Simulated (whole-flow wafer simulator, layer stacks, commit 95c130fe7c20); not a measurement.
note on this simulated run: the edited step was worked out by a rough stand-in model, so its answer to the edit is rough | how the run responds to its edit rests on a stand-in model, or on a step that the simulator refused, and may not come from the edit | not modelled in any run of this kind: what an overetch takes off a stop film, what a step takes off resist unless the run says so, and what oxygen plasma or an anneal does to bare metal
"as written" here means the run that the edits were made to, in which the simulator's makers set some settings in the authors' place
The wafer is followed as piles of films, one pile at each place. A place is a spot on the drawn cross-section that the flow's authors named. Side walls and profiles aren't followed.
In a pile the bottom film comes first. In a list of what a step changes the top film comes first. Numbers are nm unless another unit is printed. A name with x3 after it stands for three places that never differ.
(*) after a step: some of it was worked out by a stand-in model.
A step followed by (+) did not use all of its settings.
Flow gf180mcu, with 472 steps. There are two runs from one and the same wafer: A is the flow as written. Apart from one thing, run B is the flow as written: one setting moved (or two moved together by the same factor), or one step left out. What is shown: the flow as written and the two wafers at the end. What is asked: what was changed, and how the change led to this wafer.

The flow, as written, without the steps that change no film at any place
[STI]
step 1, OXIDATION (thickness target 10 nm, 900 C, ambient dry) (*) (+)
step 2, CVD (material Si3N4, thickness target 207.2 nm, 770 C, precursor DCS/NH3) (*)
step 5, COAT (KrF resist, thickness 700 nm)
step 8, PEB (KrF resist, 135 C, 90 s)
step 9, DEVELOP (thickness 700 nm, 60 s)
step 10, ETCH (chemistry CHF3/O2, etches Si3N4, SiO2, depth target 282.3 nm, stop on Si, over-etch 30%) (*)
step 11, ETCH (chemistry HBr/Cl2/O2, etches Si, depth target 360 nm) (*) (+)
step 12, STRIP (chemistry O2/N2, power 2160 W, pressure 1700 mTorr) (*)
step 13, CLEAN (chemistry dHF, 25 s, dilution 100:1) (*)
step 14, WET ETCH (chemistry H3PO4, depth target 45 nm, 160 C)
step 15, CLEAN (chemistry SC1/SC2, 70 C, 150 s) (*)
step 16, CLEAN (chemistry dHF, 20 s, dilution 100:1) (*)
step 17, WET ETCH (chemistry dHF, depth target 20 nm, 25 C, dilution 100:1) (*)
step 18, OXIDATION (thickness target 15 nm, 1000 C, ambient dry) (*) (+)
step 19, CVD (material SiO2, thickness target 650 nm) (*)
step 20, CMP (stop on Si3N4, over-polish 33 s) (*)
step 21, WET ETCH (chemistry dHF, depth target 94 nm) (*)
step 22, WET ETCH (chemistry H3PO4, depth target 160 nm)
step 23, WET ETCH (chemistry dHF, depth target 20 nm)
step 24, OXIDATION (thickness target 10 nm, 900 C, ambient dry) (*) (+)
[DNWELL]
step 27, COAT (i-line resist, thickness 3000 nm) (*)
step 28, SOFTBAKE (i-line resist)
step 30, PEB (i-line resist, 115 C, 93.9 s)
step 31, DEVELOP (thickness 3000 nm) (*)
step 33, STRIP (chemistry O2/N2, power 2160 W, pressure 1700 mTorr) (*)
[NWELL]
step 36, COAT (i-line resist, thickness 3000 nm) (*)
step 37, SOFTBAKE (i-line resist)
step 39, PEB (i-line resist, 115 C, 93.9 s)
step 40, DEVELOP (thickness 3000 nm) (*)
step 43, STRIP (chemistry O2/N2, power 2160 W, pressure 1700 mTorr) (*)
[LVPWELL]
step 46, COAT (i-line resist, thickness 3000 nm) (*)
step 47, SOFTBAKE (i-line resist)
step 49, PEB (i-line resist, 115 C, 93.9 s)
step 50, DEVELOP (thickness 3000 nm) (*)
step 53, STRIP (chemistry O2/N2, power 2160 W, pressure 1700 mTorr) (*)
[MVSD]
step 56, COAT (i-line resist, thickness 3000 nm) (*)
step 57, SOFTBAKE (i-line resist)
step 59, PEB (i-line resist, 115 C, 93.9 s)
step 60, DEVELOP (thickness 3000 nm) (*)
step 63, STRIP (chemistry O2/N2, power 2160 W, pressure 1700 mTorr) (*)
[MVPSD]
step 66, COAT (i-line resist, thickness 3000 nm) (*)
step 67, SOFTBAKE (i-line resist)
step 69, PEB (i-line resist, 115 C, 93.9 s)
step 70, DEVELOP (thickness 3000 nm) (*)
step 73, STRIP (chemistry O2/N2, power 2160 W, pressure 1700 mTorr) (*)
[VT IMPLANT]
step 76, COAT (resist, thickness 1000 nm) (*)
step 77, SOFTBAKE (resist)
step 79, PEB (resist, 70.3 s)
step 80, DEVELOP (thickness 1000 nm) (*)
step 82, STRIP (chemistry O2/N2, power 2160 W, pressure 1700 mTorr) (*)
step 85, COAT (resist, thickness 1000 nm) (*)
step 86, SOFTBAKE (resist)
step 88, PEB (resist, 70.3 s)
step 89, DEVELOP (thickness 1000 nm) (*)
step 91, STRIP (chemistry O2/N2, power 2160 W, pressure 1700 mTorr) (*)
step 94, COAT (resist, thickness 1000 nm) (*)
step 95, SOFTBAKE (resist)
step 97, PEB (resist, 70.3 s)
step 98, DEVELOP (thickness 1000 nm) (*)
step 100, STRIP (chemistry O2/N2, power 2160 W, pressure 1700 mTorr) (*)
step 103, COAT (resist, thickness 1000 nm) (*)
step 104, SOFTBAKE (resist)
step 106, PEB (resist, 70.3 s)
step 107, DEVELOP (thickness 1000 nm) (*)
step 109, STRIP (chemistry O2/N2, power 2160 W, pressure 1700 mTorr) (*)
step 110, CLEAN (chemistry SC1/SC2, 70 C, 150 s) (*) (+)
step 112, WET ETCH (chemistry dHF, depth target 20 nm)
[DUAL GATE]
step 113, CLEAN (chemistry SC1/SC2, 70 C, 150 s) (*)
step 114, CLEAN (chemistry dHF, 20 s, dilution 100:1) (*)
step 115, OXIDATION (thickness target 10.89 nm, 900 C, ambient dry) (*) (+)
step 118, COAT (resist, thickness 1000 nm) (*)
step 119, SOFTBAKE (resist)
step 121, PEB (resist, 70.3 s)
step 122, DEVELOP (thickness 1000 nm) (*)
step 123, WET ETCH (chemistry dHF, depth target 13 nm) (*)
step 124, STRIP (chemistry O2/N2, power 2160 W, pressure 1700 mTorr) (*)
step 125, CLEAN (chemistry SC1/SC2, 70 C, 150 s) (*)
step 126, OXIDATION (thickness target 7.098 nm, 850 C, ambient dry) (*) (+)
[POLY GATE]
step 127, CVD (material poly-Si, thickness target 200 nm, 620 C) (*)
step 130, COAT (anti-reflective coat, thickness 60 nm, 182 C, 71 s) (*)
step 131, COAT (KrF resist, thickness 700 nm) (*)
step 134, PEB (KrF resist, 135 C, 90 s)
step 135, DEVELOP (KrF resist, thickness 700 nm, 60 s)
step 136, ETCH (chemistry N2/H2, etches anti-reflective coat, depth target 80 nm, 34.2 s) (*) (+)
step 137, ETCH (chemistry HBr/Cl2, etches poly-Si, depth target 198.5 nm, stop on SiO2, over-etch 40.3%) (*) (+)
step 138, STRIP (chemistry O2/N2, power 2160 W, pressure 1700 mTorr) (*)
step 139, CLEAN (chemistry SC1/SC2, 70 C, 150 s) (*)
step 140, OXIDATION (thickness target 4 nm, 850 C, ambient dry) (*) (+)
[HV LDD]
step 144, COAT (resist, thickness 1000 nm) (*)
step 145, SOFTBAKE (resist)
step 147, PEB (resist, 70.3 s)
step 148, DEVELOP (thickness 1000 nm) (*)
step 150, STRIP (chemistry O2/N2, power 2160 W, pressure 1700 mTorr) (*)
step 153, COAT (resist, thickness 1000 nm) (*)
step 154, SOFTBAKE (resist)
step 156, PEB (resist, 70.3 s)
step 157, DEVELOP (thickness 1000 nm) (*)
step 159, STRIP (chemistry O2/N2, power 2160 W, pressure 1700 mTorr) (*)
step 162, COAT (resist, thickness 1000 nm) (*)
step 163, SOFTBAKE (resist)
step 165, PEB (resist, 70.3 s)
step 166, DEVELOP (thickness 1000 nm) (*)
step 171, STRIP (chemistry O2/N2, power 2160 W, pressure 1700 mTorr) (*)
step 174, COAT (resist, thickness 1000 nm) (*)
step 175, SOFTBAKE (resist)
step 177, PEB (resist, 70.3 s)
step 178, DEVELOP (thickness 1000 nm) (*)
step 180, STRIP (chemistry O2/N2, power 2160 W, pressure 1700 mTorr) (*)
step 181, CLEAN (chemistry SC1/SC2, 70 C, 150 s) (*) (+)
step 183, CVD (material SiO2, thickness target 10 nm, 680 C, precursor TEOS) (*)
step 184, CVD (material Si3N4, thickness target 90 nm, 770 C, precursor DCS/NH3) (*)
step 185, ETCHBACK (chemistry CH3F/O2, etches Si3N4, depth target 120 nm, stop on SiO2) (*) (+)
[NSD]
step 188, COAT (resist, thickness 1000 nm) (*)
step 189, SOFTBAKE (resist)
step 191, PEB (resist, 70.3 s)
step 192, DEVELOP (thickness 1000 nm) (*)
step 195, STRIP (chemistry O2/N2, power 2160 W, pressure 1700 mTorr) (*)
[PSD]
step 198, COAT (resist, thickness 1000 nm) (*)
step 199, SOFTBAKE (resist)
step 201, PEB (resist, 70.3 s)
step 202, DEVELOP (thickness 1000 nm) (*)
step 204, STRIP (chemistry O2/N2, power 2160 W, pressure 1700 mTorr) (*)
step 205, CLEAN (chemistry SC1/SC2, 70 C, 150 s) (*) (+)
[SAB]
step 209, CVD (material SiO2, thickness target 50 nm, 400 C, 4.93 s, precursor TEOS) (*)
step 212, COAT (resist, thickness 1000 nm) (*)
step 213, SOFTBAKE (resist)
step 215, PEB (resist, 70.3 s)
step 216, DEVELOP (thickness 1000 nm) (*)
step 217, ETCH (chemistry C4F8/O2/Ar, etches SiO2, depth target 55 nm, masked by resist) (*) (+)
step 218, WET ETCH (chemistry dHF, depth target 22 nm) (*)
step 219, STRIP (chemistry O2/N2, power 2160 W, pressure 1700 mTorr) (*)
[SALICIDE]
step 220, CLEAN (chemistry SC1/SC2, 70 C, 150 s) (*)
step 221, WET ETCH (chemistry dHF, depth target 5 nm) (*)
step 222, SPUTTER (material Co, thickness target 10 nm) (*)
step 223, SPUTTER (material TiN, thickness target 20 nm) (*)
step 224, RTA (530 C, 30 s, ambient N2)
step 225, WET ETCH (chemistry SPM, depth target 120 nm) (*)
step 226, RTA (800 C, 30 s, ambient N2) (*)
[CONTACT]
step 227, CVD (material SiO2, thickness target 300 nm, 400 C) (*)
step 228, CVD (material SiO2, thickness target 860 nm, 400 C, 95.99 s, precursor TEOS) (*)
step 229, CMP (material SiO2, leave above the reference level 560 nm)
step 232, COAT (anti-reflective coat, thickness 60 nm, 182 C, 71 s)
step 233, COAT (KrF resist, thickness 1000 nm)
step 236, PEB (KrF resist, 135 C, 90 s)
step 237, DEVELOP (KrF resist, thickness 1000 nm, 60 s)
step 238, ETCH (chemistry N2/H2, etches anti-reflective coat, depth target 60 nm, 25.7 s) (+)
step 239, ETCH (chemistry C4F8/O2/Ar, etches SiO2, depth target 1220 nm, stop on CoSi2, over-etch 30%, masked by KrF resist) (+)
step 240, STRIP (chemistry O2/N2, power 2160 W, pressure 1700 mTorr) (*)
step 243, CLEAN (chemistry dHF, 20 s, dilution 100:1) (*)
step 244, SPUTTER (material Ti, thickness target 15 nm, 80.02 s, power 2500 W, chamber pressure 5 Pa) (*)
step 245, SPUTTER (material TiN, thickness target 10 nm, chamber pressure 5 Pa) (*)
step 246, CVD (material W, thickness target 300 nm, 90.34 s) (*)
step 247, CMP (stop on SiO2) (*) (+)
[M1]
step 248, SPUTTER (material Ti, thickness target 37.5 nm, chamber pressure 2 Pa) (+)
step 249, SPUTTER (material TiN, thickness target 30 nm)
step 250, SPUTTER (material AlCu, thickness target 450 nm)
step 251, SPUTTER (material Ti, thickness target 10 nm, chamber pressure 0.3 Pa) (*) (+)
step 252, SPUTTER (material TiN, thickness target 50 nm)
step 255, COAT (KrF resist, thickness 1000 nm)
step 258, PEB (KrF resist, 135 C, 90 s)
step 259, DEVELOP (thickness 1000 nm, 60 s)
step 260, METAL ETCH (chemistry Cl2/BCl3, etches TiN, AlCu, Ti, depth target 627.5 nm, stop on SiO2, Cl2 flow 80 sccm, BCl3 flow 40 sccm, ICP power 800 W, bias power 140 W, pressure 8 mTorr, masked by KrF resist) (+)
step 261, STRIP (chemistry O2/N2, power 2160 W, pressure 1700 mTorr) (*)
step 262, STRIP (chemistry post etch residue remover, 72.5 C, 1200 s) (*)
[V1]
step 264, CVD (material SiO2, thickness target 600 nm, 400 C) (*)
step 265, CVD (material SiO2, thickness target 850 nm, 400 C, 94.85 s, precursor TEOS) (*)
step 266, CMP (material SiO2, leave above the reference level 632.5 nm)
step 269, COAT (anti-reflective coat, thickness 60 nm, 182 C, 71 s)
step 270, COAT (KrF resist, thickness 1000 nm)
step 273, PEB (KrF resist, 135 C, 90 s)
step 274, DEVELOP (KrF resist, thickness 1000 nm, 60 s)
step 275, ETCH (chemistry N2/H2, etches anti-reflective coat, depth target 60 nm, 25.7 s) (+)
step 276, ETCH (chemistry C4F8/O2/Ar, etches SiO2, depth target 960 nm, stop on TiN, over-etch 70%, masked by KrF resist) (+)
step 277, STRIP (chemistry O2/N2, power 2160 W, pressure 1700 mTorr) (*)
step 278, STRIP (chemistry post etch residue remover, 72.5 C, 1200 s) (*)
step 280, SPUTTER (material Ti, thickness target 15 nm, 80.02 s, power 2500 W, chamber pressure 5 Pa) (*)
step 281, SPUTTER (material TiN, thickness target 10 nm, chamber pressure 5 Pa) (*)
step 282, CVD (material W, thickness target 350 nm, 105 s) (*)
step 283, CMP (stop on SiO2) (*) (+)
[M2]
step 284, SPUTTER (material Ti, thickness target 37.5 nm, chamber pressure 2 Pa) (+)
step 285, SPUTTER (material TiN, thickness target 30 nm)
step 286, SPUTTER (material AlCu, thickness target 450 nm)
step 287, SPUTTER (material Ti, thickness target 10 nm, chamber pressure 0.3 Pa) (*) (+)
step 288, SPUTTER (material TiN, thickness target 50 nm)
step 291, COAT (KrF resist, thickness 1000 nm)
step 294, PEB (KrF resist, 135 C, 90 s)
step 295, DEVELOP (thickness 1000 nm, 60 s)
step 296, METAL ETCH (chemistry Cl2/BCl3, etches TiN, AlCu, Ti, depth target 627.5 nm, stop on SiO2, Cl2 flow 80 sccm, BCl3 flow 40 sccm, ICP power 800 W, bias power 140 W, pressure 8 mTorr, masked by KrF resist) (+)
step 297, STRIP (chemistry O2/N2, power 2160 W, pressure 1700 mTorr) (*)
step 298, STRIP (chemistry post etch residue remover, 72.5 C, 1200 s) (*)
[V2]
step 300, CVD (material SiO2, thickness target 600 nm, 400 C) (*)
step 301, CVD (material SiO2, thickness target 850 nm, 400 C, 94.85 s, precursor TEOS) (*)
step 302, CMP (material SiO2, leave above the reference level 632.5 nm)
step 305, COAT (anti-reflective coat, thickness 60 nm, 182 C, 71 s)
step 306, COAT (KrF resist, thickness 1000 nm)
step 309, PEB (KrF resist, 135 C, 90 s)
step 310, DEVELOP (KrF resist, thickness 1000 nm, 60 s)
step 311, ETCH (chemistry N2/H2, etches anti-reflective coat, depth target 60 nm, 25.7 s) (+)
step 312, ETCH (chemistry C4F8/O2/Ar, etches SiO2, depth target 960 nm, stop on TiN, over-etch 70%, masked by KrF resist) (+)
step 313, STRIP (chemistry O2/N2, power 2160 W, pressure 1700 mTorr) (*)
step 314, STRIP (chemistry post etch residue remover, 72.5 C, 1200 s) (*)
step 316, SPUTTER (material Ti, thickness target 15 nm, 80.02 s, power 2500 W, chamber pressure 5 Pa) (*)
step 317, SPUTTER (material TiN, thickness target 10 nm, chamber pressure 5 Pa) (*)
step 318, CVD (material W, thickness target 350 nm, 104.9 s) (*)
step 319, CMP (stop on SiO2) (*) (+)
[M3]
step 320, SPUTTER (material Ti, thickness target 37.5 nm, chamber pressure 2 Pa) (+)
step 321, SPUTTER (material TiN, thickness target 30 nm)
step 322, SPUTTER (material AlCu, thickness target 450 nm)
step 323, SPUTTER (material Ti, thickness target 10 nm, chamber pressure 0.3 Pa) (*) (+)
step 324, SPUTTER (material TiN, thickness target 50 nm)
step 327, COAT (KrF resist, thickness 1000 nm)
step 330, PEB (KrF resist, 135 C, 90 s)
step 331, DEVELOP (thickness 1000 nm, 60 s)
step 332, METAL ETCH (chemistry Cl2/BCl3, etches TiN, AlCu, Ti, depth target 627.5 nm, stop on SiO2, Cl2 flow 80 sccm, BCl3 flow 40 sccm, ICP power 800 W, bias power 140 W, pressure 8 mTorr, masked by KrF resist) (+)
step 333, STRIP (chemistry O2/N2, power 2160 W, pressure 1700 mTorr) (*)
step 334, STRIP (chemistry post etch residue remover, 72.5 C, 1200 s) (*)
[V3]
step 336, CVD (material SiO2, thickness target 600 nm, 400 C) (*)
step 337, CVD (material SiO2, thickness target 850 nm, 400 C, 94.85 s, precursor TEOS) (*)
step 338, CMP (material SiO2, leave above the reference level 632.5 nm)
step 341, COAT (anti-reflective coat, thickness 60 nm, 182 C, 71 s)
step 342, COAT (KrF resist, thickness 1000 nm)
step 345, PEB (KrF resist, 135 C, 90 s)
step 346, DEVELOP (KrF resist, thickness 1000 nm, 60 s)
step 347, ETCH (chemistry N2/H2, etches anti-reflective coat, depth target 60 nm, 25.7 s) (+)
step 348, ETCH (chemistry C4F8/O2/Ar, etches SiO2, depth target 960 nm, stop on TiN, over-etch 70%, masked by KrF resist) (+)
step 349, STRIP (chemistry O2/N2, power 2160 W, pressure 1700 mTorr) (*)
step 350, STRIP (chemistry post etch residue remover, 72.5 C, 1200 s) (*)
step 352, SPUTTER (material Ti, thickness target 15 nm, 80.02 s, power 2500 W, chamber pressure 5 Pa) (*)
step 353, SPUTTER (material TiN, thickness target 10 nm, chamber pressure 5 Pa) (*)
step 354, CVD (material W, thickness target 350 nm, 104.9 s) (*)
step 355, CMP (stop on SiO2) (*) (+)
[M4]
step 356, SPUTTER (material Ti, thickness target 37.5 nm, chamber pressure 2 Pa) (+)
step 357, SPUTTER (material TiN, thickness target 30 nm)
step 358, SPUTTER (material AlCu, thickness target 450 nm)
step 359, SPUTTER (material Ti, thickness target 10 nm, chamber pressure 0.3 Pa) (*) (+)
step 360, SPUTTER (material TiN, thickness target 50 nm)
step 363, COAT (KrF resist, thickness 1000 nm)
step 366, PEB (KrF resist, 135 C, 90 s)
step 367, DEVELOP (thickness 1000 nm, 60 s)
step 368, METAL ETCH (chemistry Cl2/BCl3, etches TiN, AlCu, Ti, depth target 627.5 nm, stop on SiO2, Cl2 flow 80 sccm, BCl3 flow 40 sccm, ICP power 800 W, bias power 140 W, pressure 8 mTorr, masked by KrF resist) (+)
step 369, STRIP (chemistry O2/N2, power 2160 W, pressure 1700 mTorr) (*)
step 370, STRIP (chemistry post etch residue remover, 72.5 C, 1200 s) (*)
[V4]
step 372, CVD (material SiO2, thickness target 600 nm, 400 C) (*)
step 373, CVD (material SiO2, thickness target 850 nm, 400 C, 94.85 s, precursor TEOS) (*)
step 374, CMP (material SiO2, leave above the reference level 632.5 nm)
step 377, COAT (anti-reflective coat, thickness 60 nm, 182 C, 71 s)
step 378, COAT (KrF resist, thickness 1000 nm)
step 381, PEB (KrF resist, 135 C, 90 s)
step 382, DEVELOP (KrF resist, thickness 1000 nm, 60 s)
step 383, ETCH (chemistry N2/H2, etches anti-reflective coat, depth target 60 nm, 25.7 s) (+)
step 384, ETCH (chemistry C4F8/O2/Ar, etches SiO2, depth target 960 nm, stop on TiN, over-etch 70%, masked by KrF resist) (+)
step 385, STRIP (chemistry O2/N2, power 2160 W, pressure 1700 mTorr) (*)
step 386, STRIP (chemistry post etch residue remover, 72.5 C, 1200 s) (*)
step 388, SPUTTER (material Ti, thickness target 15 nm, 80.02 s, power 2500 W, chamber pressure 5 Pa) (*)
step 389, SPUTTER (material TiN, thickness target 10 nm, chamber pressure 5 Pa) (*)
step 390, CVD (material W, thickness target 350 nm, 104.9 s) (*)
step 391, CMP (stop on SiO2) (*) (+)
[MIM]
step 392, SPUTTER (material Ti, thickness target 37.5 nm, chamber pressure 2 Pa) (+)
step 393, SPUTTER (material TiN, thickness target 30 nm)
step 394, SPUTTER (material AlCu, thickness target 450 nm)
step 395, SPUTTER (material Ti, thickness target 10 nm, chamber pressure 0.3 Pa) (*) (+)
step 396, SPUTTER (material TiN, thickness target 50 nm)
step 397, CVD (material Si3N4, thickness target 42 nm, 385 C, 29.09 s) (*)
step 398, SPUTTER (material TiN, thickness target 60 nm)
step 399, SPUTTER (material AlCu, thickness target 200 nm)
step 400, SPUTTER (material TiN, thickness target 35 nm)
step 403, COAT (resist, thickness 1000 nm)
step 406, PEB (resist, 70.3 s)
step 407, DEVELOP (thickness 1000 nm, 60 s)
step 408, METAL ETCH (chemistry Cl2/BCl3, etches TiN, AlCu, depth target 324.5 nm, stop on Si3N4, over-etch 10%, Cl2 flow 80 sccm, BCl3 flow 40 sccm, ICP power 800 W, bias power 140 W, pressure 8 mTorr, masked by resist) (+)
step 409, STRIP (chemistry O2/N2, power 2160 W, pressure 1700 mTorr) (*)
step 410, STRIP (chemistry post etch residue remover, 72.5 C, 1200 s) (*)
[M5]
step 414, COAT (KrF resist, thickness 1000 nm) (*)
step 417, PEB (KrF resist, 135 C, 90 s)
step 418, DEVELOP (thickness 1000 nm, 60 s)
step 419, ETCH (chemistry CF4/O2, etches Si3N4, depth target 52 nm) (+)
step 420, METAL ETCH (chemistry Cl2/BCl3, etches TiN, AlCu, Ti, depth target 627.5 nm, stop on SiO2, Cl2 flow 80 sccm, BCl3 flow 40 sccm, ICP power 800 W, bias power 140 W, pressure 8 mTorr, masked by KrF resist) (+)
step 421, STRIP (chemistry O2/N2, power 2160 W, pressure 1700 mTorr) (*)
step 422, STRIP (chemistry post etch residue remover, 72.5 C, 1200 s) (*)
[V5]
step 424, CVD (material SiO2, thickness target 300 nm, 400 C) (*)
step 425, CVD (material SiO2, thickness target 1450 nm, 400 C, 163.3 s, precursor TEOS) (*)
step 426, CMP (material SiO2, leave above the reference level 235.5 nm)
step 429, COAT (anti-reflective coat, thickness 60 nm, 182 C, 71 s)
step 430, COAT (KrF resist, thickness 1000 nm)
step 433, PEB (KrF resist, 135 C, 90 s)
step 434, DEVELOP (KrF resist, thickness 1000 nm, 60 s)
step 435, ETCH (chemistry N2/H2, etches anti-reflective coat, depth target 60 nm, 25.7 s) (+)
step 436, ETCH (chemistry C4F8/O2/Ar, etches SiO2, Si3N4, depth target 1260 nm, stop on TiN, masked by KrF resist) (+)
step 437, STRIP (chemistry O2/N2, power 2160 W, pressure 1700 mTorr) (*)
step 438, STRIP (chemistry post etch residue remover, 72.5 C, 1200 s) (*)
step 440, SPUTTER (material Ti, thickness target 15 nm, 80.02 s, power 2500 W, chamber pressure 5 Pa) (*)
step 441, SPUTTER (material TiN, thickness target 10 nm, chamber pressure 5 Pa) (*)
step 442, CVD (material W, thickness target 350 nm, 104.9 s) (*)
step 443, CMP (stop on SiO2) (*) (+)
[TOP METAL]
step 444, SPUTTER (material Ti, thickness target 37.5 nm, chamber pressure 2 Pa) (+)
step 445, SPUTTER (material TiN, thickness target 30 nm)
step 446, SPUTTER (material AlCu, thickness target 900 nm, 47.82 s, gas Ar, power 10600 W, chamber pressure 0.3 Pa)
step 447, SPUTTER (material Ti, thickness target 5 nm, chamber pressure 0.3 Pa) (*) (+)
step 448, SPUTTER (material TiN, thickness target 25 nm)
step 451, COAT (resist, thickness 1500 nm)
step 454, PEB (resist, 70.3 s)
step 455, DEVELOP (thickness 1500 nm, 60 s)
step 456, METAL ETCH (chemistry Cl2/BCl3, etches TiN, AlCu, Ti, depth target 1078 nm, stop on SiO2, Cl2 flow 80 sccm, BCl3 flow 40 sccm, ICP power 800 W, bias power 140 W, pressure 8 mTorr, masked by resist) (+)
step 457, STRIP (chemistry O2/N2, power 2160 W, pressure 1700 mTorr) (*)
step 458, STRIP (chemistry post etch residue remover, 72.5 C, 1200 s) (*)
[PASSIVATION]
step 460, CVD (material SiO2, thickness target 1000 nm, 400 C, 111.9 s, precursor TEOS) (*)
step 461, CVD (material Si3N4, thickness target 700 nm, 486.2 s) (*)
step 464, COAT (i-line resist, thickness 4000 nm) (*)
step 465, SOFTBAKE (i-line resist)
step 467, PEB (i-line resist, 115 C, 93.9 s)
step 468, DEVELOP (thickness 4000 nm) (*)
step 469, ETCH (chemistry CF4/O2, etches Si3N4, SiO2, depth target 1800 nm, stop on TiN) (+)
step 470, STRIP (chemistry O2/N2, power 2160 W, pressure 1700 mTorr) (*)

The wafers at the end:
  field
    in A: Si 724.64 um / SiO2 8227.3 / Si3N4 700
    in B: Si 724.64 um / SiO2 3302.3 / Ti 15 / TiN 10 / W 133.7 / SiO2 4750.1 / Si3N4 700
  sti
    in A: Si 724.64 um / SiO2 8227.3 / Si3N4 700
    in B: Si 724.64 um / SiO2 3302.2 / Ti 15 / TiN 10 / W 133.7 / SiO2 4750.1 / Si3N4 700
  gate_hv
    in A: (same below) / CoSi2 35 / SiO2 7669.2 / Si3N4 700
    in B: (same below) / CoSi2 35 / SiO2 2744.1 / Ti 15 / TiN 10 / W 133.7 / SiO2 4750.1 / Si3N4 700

Cause: step 301, CVD: thickness target 348 nm was run, while the flow as written has thickness target 850 nm; step 301, CVD: 38.89 s was run, where the flow has 94.85 s.

The path from the change to this, step by step:
  step 301, CVD (material SiO2, thickness target 850 nm, 400 C, 94.85 s, precursor TEOS) (*)
      field, field__w1, field__w2 and 108 more: A SiO2 gains 850 | B SiO2 gains 359
  step 302, CMP (material SiO2, leave above the reference level 632.5 nm)
      field, field__w1, field__w2 and 103 more: A SiO2 loses 300 | B nothing
      field__w8, contact, m1, m1__w1, m1_nw: A SiO2 loses 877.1 | B SiO2 loses 386.1
  step 305, COAT (anti-reflective coat, thickness 60 nm, 182 C, 71 s)
      active, p_well, sti, spacer, sd_n, mim_1p0, pad, dice_street: A anti-reflective coat gains 60 (new film) | B anti-reflective coat gains 61.3 (new film)
      field: A anti-reflective coat gains 60 (new film) | B anti-reflective coat gains 148.3 (new film)
      (also at 22 further places)
  step 306, COAT (KrF resist, thickness 1000 nm)
      field: A KrF resist gains 1000 (new film) | B KrF resist gains 961.9 (new film)
      field__w1: A KrF resist gains 1000 (new film) | B KrF resist gains 971.6 (new film)
      (also at 14 further places)
  step 309, PEB (KrF resist, 135 C, 90 s)
      n_well: A KrF resist loses 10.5 | B KrF resist loses 9.54
      contact: A KrF resist loses 10.5 | B KrF resist loses 8.91
      (also at 9 further places)
  step 310, DEVELOP (KrF resist, thickness 1000 nm, 60 s)
      contact: A KrF resist loses 989.5 (all of it) | B KrF resist loses 887.2 (all of it)
  step 311, ETCH (chemistry N2/H2, etches anti-reflective coat, depth target 60 nm, 25.7 s) (+)
      contact: A anti-reflective coat loses 60 (all of it), SiO2 loses 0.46 | B anti-reflective coat loses 18.7 (all of it), SiO2 loses 1.52
  step 313, STRIP (chemistry O2/N2, power 2160 W, pressure 1700 mTorr) (*)
      p_well, sti, spacer, sd_n, mim_1p0, pad, dice_street: A KrF resist loses 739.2 (all of it), anti-reflective coat loses 60 (all of it) | B KrF resist loses 739.6 (all of it), anti-reflective coat loses 61.3 (all of it)
      field: A KrF resist loses 739.2 (all of it), anti-reflective coat loses 60 (all of it) | B KrF resist loses 701.5 (all of it), anti-reflective coat loses 148.3 (all of it)
      (also at 22 further places)
  step 316, SPUTTER (material Ti, thickness target 15 nm, 80.02 s, power 2500 W, chamber pressure 5 Pa) (*)
      contact: A Ti gains 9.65 (new film) | B Ti gains 10.8 (new film)
  step 317, SPUTTER (material TiN, thickness target 10 nm, chamber pressure 5 Pa) (*)
      contact: A TiN gains 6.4 (new film) | B TiN gains 7.19 (new film)
  step 318, CVD (material W, thickness target 350 nm, 104.9 s) (*)
      contact: A W gains 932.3 (new film) | B W gains 739.3 (new film)
  step 319, CMP (stop on SiO2) (*) (+)
      field, field__w1, field__w2 and 103 more: A W loses 350 (all of it), TiN loses 10 (all of it), Ti loses 15 (all of it), SiO2 loses 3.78 | B W loses 204
      field__w8, m1, m1__w1, m1_nw: A W loses 350 (all of it), TiN loses 10 (all of it), Ti loses 15 (all of it), SiO2 loses 3.78 | B W loses 350 (all of it), TiN loses 10 (all of it), Ti loses 15 (all of it), SiO2 loses 20
      (also at 1 further place)
  step 332, METAL ETCH (chemistry Cl2/BCl3, etches TiN, AlCu, Ti, depth target 627.5 nm, stop on SiO2, Cl2 flow 80 sccm, BCl3 flow 40 sccm, ICP power 800 W, bias power 140 W, pressure 8 mTorr, masked by KrF resist) (+)
      field, field__w1, field__w2 and 103 more: A TiN loses 50 (all of it), Ti loses 10 (all of it), AlCu loses 450 (all of it), TiN loses 30 (all of it), Ti loses 37.5 (all of it) | B TiN loses 50 (all of it), Ti loses 10 (all of it), AlCu loses 450 (all of it), TiN loses 30 (all of it), Ti loses 37.5 (all of it), W loses 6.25
  step 334, STRIP (chemistry post etch residue remover, 72.5 C, 1200 s) (*)
      field, field__w1, field__w2 and 103 more: A nothing | B W loses 6.01
  step 336, CVD (material SiO2, thickness target 600 nm, 400 C) (*)
      field, field__w1, field__w2 and 103 more: A SiO2 gains 600 | B SiO2 gains 600 (new film)
  step 338, CMP (material SiO2, leave above the reference level 632.5 nm)
      field, field__w1, field__w2 and 103 more: A SiO2 loses 300 | B SiO2 loses 287.7
With metal films that touch counted as one body, field has 1 body; the flow as written gives 0 bodies.
With metal films that touch counted as one body, sti has 1 body; the flow as written gives 0 bodies.
With metal films that touch counted as one body, gate_hv has 2 bodies (between them, from the top down: SiO2 2744.1); the flow as written gives 1 body.
